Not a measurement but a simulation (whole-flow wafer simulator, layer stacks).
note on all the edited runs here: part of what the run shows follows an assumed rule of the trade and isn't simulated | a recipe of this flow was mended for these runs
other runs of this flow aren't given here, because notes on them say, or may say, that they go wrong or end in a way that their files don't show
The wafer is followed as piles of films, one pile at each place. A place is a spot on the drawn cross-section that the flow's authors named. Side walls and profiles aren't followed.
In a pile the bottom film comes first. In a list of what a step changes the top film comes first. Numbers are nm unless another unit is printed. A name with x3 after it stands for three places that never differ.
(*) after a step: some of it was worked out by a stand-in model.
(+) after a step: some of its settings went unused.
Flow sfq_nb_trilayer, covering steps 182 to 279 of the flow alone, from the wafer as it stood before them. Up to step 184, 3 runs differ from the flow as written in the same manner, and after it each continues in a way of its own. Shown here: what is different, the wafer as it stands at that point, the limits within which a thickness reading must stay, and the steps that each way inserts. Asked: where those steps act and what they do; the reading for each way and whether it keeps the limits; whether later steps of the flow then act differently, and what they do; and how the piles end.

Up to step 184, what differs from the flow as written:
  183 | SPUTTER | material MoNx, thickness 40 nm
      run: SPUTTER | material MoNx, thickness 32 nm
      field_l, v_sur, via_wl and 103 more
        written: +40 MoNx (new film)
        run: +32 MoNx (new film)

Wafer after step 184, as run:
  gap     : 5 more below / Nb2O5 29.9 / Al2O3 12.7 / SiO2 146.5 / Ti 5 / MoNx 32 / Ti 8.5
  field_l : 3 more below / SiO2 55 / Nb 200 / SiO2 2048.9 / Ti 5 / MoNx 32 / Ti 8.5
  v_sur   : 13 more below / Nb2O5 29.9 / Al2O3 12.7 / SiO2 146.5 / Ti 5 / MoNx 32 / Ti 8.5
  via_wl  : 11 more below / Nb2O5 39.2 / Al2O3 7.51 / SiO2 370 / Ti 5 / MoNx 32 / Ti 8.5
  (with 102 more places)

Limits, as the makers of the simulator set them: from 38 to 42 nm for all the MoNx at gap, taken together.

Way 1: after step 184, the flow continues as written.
  The reading taken after step 184 is 32 nm, which is outside the limits.
  Steps later in the flow that act otherwise than as written (not shown: 14 more steps that differ only slightly, by at most 2% or 0.5 nm, whichever is larger):
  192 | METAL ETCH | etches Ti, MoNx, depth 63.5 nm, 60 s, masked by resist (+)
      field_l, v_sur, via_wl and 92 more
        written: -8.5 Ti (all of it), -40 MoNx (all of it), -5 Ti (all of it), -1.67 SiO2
        way: -8.5 Ti (all of it), -32 MoNx (all of it), -5 Ti (all of it), -3 SiO2
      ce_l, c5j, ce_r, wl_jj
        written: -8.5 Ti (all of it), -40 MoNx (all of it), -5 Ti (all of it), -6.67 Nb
        way: -8.5 Ti (all of it), -32 MoNx (all of it), -5 Ti (all of it), -12 Nb
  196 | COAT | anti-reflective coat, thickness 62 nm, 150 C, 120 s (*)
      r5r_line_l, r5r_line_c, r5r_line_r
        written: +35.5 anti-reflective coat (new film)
        way: +38.5 anti-reflective coat (new film)
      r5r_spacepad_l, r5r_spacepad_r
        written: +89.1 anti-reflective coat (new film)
        way: +85.6 anti-reflective coat (new film)
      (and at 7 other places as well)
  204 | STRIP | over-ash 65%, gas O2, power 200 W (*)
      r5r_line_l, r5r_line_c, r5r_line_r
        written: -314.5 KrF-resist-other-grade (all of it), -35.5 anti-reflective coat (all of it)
        way: -314.7 KrF-resist-other-grade (all of it), -38.5 anti-reflective coat (all of it)
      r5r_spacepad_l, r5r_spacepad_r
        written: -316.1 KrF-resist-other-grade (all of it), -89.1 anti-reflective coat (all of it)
        way: -316 KrF-resist-other-grade (all of it), -85.6 anti-reflective coat (all of it)
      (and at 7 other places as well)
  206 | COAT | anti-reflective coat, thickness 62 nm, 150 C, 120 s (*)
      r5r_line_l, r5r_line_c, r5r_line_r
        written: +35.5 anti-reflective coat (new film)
        way: +38.5 anti-reflective coat (new film)
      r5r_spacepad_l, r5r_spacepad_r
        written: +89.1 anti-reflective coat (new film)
        way: +85.6 anti-reflective coat (new film)
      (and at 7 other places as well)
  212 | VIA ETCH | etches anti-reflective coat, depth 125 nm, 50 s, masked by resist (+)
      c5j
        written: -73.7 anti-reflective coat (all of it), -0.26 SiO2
        way: -75.5 anti-reflective coat (all of it), -0.25 SiO2
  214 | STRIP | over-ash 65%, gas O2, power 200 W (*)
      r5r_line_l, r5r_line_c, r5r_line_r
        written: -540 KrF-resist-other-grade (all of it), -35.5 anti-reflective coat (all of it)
        way: -540.2 KrF-resist-other-grade (all of it), -38.5 anti-reflective coat (all of it)
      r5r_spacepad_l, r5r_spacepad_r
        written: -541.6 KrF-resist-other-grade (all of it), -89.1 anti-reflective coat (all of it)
        way: -541.6 KrF-resist-other-grade (all of it), -85.6 anti-reflective coat (all of it)
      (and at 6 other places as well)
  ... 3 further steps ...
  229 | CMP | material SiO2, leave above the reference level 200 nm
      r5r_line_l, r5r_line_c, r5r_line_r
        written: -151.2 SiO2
        way: -144.5 SiO2
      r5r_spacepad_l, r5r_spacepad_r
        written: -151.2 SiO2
        way: -142 SiO2
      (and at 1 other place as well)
  The piles end different from the flow's at ce_l, ce_r, be_r and 7 more by more than 2% or 0.5 nm, whichever is larger.
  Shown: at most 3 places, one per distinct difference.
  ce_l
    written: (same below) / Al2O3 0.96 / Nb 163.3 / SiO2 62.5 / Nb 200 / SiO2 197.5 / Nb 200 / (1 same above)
    way: (same below) / Al2O3 0.96 / Nb 158 / SiO2 62.5 / Nb 200 / SiO2 201.5 / Nb 200 / (1 same above)
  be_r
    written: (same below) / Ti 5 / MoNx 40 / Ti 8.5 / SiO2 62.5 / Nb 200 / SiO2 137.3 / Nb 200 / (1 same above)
    way: (same below) / Ti 5 / MoNx 32 / Ti 8.5 / SiO2 62.5 / Nb 200 / SiO2 144 / Nb 200 / (1 same above)
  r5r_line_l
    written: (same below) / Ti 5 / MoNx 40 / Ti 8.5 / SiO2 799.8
    way: (same below) / Ti 5 / MoNx 32 / Ti 8.5 / SiO2 806.5

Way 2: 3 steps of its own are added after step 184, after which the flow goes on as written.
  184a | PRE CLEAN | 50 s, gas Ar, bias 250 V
      field_l, v_sur, via_wl and 103 more
        -8.5 Ti (all of it), -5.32 MoNx
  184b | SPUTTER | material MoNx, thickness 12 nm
      field_l, v_sur, via_wl and 103 more
        +12 MoNx
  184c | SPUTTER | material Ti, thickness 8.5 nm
      field_l, v_sur, via_wl and 103 more
        +8.5 Ti (new film)
  The reading taken after step 184c is 38.7 nm, which is within the limits.
  Steps later in the flow that act otherwise than as written (not shown: 17 more steps that differ only slightly, by at most 2% or 0.5 nm, whichever is larger):
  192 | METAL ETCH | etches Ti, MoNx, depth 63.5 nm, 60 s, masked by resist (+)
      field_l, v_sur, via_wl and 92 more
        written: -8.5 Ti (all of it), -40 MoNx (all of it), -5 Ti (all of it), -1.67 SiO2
        way: -8.5 Ti (all of it), -38.7 MoNx (all of it), -5 Ti (all of it), -1.89 SiO2
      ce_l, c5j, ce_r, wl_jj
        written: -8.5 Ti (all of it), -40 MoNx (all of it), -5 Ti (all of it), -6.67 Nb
        way: -8.5 Ti (all of it), -38.7 MoNx (all of it), -5 Ti (all of it), -7.55 Nb
  The piles end different from the flow's at be_r, r_sur, res, r_end, r5r_line_l, r5r_line_c, r5r_line_r by more than 2% or 0.5 nm, whichever is larger.
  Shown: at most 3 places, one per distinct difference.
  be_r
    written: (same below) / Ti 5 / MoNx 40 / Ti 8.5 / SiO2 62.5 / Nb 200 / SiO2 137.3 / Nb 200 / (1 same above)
    way: (same below) / Ti 5 / MoNx 38.7 / Ti 8.5 / SiO2 62.5 / Nb 200 / SiO2 138.4 / Nb 200 / (1 same above)
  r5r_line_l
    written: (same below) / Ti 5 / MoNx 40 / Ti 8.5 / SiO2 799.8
    way: (same below) / Ti 5 / MoNx 38.7 / Ti 8.5 / SiO2 800.9
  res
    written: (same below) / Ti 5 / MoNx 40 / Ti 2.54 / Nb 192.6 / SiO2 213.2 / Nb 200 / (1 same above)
    way: (same below) / Ti 5 / MoNx 38.7 / Ti 2.54 / Nb 192.6 / SiO2 214.3 / Nb 200 / (1 same above)

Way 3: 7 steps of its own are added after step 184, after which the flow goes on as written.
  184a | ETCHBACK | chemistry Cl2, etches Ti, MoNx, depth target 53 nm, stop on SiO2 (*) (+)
      field_l, v_sur, via_wl and 99 more
        -8.5 Ti (all of it), -32 MoNx (all of it), -5 Ti (all of it), -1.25 SiO2
      ce_l, c5j, ce_r, wl_jj
        -8.5 Ti (all of it), -32 MoNx (all of it), -5 Ti (all of it), -5 Nb
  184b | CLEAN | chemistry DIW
      does not change any film at any place that is followed
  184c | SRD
      does not change any film at any place that is followed
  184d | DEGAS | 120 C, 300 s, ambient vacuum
      does not change any film at any place that is followed
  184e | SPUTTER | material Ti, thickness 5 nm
      field_l, v_sur, via_wl and 103 more
        +5 Ti (new film)
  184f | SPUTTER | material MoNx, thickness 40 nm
      field_l, v_sur, via_wl and 103 more
        +40 MoNx (new film)
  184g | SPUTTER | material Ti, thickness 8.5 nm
      field_l, v_sur, via_wl and 103 more
        +8.5 Ti (new film)
  The reading taken after step 184g is 40 nm, which is within the limits.
  Steps later in the flow that act otherwise than as written (not shown: 20 more steps that differ only slightly, by at most 2% or 0.5 nm, whichever is larger):
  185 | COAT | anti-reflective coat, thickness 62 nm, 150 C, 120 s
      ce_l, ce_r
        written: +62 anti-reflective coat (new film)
        way: +64.3 anti-reflective coat (new film)
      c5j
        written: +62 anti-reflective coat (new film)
        way: +64.2 anti-reflective coat (new film)
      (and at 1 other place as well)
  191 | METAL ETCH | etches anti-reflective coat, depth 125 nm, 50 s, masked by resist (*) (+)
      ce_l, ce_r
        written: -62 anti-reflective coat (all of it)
        way: -64.3 anti-reflective coat (all of it)
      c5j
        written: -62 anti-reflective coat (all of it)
        way: -64.2 anti-reflective coat (all of it)
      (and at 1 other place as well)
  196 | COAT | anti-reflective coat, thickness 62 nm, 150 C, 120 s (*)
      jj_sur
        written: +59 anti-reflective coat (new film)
        way: +57.8 anti-reflective coat (new film)
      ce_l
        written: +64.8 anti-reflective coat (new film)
        way: +67 anti-reflective coat (new film)
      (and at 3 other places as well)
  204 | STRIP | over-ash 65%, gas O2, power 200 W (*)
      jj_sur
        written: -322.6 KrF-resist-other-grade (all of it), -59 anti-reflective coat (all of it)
        way: -323.2 KrF-resist-other-grade (all of it), -57.8 anti-reflective coat (all of it)
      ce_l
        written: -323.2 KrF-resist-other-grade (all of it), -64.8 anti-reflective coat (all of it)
        way: -324 KrF-resist-other-grade (all of it), -67 anti-reflective coat (all of it)
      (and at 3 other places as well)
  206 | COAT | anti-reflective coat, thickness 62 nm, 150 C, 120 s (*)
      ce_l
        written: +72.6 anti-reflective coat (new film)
        way: +74.7 anti-reflective coat (new film)
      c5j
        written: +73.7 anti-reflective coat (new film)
        way: +75.8 anti-reflective coat (new film)
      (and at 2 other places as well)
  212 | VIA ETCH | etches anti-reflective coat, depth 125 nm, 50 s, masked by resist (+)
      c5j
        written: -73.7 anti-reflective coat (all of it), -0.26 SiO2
        way: -75.8 anti-reflective coat (all of it), -0.25 SiO2
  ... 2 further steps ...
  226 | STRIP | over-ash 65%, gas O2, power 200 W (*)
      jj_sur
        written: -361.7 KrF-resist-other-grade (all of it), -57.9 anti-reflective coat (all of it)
        way: -362.5 KrF-resist-other-grade (all of it), -56.4 anti-reflective coat (all of it)
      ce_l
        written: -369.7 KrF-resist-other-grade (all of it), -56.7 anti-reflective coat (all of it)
        way: -370.9 KrF-resist-other-grade (all of it), -58.4 anti-reflective coat (all of it)
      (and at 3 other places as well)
  The piles end different from the flow's at ce_l, ce_r, wl_jj by more than 2% or 0.5 nm, whichever is larger.
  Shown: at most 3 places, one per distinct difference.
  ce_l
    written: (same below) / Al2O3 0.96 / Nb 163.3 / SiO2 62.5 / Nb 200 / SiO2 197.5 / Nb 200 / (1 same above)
    way: (same below) / Al2O3 0.96 / Nb 158.3 / SiO2 62.5 / Nb 200 / SiO2 201.2 / Nb 200 / (1 same above)

Keeping within the limits: way 2, way 3. Outside them: way 1.
